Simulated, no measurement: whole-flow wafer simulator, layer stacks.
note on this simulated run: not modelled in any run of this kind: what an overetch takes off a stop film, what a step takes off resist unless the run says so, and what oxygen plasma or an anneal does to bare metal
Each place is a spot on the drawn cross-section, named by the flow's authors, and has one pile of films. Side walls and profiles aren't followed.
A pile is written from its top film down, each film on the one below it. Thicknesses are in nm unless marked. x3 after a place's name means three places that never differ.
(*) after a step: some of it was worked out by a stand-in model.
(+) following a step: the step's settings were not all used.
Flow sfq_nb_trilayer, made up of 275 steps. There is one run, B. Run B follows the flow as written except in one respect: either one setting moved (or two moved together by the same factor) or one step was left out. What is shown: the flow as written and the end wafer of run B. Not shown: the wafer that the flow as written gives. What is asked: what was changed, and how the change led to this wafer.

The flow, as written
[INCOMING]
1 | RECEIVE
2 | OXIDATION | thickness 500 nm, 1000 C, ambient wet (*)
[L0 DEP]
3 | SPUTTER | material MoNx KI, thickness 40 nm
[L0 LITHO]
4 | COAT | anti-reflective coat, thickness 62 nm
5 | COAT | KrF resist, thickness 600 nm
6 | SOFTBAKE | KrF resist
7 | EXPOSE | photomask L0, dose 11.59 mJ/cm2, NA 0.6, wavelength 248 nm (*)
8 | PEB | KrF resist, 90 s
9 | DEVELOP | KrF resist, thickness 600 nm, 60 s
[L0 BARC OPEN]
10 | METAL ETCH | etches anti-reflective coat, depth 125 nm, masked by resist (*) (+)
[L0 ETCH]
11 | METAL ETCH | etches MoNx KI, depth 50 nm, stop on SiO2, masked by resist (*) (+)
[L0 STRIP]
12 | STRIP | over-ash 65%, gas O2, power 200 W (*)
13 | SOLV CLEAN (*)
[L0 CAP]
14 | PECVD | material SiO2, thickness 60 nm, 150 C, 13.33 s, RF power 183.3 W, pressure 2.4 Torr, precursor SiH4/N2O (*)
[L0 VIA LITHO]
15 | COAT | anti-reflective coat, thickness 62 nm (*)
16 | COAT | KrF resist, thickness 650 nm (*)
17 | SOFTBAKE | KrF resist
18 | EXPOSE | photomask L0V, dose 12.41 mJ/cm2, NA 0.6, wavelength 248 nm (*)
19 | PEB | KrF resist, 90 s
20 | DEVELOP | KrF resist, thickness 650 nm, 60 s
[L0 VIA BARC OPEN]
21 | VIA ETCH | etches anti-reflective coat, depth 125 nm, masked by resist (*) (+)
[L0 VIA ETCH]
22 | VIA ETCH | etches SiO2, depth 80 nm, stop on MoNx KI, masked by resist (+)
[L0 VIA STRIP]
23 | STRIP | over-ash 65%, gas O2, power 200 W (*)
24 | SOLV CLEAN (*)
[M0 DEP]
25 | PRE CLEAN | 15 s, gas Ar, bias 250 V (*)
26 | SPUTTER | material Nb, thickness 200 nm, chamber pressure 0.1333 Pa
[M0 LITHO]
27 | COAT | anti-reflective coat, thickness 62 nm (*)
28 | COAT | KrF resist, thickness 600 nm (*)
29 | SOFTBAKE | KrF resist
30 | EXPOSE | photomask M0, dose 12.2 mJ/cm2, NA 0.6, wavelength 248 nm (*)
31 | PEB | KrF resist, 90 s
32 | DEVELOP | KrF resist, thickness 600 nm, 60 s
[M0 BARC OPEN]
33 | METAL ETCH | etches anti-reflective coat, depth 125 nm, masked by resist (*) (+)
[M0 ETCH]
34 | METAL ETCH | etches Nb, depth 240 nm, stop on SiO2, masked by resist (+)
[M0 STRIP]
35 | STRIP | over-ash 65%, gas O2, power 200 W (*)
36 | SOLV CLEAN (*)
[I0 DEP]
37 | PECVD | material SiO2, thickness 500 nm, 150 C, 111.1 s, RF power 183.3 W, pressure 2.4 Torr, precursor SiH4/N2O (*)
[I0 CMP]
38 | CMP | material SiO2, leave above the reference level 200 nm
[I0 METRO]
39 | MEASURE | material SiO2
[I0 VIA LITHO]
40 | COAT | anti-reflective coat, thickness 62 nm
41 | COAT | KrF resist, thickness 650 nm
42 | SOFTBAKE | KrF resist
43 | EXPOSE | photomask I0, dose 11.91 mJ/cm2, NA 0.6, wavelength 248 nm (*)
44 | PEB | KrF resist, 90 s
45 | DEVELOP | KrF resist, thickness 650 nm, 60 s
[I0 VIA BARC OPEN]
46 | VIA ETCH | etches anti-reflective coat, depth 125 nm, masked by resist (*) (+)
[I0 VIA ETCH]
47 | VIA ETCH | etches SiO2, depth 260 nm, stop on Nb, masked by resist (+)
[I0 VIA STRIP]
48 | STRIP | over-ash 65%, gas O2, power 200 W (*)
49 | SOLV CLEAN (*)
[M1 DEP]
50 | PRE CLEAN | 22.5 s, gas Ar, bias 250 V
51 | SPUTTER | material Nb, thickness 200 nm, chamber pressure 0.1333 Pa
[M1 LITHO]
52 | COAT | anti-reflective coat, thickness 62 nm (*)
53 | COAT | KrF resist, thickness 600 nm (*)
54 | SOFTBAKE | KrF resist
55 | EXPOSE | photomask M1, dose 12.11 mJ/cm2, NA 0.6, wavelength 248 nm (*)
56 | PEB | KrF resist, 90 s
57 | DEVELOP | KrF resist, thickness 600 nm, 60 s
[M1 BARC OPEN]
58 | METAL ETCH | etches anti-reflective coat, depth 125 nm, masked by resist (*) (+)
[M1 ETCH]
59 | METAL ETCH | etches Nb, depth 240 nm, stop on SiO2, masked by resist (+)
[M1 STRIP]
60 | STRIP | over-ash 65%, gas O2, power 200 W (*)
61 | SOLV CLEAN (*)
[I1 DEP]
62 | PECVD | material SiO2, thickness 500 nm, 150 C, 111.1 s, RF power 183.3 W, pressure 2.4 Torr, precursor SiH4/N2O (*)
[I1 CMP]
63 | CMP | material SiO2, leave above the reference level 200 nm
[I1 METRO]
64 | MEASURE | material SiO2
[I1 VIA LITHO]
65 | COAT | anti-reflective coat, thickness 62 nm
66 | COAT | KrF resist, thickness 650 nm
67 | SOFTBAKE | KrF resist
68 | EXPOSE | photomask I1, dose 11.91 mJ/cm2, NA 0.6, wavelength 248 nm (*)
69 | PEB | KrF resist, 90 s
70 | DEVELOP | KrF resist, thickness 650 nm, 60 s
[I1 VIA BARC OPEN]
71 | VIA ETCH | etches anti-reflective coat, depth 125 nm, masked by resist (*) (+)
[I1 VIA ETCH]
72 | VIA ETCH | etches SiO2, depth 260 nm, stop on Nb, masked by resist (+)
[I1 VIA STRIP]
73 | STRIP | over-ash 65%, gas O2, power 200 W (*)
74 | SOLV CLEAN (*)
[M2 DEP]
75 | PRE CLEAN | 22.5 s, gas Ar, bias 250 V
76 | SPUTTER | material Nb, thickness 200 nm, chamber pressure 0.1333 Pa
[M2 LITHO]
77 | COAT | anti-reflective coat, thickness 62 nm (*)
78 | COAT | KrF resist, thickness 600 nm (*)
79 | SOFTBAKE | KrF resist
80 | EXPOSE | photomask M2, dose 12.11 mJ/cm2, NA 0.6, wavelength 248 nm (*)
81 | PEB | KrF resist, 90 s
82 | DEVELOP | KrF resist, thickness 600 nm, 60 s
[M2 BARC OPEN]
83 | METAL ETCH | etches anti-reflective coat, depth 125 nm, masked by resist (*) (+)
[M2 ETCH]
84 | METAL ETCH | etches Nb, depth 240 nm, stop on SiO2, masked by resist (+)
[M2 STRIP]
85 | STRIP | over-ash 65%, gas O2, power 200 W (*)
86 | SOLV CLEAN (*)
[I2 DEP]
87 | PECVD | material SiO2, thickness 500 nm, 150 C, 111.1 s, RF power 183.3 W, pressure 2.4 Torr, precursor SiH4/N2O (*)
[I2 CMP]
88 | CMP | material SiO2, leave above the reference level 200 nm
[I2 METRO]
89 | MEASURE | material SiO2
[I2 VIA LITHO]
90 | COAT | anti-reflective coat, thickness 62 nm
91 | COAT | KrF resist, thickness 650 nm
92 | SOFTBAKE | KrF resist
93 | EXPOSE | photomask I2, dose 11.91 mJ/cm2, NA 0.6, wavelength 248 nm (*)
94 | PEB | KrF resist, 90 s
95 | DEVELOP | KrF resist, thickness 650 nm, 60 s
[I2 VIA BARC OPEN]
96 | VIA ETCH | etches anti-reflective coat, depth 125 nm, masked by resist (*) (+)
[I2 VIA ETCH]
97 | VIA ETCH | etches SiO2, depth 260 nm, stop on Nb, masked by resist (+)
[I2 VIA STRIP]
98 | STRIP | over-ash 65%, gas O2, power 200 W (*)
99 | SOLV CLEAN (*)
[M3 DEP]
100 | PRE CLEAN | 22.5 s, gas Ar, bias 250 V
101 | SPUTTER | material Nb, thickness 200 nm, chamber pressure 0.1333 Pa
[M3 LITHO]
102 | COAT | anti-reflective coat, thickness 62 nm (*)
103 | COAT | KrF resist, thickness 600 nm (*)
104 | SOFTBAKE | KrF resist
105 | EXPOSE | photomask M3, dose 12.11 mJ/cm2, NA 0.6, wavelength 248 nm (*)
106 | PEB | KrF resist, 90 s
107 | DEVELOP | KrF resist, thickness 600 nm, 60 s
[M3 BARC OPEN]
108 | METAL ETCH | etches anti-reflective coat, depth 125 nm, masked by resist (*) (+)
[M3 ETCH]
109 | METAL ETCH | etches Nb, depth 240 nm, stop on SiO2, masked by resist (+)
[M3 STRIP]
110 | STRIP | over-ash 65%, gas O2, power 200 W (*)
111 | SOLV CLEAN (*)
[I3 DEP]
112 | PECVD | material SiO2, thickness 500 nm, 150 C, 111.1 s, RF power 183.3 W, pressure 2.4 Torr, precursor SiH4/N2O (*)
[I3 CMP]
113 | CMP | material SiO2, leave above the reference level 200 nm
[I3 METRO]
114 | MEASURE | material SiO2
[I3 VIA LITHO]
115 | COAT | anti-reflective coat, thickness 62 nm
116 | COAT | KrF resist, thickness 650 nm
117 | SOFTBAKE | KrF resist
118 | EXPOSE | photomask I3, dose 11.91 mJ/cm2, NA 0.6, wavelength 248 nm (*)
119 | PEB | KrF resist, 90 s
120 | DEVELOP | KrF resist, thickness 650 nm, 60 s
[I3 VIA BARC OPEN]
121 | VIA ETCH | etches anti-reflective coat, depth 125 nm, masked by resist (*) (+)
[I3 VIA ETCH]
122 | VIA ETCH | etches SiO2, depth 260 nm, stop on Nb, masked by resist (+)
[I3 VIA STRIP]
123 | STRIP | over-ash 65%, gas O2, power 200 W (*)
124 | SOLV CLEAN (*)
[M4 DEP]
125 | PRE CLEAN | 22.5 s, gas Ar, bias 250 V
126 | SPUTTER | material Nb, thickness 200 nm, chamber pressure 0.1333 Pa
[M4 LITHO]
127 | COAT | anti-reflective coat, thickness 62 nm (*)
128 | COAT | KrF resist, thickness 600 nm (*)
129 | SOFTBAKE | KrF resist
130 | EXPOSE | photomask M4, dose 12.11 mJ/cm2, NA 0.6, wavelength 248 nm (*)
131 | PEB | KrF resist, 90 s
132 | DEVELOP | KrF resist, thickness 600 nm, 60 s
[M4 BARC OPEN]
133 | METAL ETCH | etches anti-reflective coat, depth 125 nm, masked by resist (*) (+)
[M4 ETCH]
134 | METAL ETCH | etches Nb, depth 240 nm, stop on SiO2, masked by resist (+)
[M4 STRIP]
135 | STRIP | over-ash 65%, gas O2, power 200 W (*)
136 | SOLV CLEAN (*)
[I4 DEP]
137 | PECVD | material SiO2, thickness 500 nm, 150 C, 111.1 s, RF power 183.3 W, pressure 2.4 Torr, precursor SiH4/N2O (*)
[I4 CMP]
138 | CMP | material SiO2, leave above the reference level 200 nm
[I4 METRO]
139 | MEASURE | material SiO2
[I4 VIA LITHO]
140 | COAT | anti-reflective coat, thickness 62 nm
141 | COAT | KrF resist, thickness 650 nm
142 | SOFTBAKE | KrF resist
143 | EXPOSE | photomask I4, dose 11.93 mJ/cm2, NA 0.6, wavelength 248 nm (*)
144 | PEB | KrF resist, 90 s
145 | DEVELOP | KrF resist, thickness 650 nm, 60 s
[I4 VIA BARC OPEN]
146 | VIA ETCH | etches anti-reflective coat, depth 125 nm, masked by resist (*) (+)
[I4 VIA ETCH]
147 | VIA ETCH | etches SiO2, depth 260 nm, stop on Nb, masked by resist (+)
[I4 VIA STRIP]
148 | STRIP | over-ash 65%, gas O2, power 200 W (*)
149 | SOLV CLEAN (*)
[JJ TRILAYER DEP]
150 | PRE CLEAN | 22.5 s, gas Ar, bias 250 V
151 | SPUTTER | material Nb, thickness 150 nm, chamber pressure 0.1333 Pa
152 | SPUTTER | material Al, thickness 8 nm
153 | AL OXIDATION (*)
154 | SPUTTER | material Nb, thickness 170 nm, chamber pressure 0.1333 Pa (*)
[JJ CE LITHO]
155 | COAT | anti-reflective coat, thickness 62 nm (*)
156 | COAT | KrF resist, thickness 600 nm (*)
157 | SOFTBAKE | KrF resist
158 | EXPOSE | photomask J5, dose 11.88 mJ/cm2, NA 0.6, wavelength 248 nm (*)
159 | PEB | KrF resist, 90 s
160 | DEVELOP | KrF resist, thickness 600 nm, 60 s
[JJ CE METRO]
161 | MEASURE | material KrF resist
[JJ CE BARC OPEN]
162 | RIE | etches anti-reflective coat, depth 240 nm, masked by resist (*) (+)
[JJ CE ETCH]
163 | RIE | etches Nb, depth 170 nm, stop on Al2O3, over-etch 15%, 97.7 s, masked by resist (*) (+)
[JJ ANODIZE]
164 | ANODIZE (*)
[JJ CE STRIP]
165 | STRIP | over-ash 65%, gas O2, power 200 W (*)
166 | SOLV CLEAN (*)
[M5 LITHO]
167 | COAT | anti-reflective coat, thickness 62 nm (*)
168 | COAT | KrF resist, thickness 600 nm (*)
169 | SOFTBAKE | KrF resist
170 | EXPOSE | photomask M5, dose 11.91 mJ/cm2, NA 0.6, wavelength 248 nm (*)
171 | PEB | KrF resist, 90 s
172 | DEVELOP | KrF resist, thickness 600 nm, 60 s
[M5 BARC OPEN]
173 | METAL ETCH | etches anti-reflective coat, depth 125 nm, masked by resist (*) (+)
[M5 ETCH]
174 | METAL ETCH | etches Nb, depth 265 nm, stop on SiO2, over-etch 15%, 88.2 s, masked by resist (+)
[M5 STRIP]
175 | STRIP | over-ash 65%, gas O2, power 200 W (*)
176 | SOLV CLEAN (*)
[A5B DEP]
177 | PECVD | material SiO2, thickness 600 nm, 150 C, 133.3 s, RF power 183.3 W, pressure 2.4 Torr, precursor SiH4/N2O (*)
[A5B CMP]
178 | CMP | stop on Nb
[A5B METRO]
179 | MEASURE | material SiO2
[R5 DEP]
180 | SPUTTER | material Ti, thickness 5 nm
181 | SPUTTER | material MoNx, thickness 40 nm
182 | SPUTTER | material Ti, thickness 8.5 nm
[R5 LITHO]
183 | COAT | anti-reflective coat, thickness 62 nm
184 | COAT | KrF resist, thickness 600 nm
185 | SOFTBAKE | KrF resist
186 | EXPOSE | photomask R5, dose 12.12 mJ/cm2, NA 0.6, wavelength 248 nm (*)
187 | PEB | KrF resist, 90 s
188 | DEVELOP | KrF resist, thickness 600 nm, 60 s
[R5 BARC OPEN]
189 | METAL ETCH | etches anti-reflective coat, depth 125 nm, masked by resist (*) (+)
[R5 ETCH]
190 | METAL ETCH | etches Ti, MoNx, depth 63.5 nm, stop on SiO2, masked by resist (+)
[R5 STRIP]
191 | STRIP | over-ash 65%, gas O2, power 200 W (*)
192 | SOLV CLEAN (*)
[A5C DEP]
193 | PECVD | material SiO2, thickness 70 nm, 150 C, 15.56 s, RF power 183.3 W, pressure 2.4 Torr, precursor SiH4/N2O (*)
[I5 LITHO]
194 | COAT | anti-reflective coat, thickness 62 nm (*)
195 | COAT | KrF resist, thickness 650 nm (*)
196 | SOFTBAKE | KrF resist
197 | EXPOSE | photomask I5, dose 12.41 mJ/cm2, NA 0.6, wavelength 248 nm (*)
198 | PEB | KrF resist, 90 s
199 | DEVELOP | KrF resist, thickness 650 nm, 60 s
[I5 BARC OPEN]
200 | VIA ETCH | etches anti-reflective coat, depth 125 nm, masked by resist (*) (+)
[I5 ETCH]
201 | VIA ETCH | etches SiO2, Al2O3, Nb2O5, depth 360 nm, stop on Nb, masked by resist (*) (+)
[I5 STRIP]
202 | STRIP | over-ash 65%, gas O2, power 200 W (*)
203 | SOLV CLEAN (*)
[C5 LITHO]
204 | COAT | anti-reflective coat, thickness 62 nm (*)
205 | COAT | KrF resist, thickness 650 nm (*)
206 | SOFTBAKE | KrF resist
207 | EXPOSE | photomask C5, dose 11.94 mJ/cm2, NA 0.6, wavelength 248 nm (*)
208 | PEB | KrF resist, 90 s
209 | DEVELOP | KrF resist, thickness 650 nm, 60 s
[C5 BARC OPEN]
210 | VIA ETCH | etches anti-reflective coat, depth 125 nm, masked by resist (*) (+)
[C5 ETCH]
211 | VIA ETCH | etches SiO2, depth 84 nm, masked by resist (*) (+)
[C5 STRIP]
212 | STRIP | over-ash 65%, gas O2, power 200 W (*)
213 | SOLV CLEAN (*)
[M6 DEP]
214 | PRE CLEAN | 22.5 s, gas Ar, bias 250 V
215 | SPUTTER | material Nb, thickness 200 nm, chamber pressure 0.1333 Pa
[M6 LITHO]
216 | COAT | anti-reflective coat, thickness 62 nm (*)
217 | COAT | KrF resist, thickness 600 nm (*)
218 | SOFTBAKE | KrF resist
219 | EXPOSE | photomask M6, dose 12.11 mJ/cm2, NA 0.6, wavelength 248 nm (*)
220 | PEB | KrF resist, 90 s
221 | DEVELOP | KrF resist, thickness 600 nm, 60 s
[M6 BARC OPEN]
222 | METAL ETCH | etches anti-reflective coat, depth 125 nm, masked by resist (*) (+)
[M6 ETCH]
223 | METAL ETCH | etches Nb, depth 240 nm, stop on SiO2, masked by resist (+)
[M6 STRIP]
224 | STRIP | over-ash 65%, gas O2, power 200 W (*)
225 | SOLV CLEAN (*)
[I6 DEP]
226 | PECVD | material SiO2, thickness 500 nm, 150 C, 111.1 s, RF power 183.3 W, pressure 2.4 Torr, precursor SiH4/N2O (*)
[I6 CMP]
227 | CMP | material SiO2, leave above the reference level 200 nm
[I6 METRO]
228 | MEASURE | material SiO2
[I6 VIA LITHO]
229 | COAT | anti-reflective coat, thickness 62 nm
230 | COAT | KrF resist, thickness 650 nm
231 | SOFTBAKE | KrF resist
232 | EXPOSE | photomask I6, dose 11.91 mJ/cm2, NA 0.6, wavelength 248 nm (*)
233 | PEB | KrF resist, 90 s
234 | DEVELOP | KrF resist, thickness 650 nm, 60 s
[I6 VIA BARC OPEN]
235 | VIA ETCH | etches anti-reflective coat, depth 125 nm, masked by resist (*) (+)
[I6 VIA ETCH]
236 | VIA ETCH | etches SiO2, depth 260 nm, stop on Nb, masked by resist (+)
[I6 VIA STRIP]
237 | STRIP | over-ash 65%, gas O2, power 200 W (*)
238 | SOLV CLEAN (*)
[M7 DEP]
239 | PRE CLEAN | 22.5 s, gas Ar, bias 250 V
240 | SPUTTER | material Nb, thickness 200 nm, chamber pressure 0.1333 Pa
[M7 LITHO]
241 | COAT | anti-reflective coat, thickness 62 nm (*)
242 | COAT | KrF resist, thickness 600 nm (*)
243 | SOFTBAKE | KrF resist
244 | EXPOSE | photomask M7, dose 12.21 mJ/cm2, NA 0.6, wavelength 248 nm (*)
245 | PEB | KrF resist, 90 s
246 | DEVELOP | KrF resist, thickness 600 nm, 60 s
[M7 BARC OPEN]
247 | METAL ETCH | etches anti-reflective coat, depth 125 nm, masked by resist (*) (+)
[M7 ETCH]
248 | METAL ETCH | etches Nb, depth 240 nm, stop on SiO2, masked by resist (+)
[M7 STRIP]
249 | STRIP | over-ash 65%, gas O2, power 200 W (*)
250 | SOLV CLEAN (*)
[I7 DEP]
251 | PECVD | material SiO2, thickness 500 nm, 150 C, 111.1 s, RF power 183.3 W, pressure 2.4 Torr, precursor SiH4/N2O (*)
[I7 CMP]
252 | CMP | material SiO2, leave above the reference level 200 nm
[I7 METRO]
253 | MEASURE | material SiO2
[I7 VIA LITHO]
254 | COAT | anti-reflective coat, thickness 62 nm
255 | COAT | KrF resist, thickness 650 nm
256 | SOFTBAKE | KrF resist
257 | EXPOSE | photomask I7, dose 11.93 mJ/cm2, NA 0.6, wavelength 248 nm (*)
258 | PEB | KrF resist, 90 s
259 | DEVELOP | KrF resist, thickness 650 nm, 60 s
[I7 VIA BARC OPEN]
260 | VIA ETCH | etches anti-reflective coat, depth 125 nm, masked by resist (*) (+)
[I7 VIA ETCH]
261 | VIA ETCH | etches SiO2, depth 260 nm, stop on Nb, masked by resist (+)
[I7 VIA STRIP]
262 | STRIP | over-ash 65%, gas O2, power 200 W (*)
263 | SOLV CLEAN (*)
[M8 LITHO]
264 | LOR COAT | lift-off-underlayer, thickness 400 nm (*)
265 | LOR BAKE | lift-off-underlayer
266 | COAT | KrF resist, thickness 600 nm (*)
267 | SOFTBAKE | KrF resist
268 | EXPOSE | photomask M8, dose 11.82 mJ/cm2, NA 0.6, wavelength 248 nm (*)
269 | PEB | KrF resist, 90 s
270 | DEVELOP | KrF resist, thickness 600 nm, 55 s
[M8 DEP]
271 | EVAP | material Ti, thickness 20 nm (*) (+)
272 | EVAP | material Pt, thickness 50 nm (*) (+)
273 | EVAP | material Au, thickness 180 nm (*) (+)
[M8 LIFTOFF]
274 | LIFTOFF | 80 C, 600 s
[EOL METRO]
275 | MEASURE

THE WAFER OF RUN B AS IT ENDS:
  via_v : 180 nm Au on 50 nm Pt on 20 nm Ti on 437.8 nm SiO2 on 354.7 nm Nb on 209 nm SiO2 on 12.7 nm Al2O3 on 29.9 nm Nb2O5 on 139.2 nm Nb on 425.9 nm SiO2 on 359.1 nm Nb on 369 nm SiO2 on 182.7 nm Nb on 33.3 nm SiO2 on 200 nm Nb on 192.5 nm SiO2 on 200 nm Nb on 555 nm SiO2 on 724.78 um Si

The reason: step 72, VIA ETCH: depth 159 nm was run, whereas the flow has depth 260 nm.

Step by step, how the change led to this:
  72 | VIA ETCH | etches SiO2, depth 260 nm, stop on Nb, masked by resist (+)
      via_v: SiO2 loses 159 (in the flow as written it would be: SiO2 loses 199.8 (all of it))
      field_l, v_sur, via_wl and 102 more: KrF resist loses 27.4 (in the flow as written it would be: KrF resist loses 44.8)
  73 | STRIP | over-ash 65%, gas O2, power 200 W (*)
      field_l, v_sur, via_wl and 102 more: KrF resist loses 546 (all of it), anti-reflective coat loses 62 (all of it) (in the flow as written it would be: KrF resist loses 528.6 (all of it), anti-reflective coat loses 62 (all of it))
  75 | PRE CLEAN | 22.5 s, gas Ar, bias 250 V
      via_v: SiO2 loses 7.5 (in the flow as written it would be: Nb loses 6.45)
  76 | SPUTTER | material Nb, thickness 200 nm, chamber pressure 0.1333 Pa
      via_v: Nb gains 182.7 (new film) (in the flow as written it would be: Nb gains 174.5)
  77 | COAT | anti-reflective coat, thickness 62 nm (*)
      via_v: anti-reflective coat gains 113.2 (new film) (in the flow as written it would be: anti-reflective coat gains 123.1 (new film))
  78 | COAT | KrF resist, thickness 600 nm (*)
      via_v: KrF resist gains 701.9 (new film) (in the flow as written it would be: KrF resist gains 733.7 (new film))
  85 | STRIP | over-ash 65%, gas O2, power 200 W (*)
      via_v: KrF resist loses 484 (all of it), anti-reflective coat loses 113.2 (all of it) (in the flow as written it would be: KrF resist loses 515.8 (all of it), anti-reflective coat loses 123.1 (all of it))
  87 | PECVD | material SiO2, thickness 500 nm, 150 C, 111.1 s, RF power 183.3 W, pressure 2.4 Torr, precursor SiH4/N2O (*)
      via_v: SiO2 gains 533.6 (new film) (in the flow as written it would be: SiO2 gains 606 (new film))
  88 | CMP | material SiO2, leave above the reference level 200 nm
      via_v: SiO2 loses 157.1 (in the flow as written it would be: SiO2 loses 181.6)
Taking metal films that touch as one body, via_v has 7 bodies (between them, from the top down: SiO2 437.8; SiO2 209 / Al2O3 12.7 / Nb2O5 29.9; SiO2 425.9; SiO2 369; SiO2 33.3; SiO2 192.5); the flow as written gives 6 bodies (between them, from the top down: SiO2 437.8; SiO2 209 / Al2O3 12.7 / Nb2O5 29.9; SiO2 425.9; SiO2 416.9; SiO2 192.5).
